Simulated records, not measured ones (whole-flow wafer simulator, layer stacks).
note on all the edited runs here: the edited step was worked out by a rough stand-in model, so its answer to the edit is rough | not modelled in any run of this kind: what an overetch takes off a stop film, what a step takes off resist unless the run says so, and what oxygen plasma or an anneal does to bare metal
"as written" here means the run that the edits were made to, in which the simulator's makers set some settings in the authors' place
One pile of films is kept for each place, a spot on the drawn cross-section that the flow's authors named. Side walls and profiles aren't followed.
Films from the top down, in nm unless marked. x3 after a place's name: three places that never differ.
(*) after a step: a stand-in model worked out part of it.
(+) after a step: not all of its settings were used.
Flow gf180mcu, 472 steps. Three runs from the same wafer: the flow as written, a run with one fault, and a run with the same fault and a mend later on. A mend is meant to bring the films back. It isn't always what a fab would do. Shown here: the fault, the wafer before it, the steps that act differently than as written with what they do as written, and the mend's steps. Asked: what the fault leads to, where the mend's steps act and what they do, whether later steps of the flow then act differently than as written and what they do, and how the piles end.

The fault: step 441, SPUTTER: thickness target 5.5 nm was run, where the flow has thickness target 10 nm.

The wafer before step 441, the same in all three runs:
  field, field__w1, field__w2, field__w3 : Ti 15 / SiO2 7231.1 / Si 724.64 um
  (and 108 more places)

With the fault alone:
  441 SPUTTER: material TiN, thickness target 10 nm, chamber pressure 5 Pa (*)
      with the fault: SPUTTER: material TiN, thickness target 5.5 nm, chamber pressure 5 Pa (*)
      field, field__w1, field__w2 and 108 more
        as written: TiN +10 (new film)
        with the fault: TiN +5.5 (new film)
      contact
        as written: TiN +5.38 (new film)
        with the fault: TiN +2.96 (new film)
  Later steps of the flow that act differently than as written (1 more step differs only slightly, by at most 2% or 0.5 nm, whichever is larger, and isn't shown):
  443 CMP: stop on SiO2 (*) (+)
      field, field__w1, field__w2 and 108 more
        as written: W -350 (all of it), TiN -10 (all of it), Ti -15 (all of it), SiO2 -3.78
        with the fault: W -350 (all of it), TiN -5.5 (all of it), Ti -15 (all of it), SiO2 -3.74
  At the end the piles differ from the flow's by more than 2% or 0.5 nm, whichever is larger, at contact.
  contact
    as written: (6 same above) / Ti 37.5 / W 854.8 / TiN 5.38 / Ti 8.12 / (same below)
    with the fault: (6 same above) / Ti 37.5 / W 857.3 / TiN 2.96 / Ti 8.12 / (same below)

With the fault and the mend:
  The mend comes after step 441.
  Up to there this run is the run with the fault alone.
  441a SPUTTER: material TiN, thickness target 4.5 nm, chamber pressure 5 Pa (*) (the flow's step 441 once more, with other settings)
      field, field__w1, field__w2 and 108 more
        TiN +4.5
      contact
        TiN +2.42
  No later step of the flow acts differently than as written at any place that is followed.
  At the end the piles are the same as the flow's at every place that both follow.
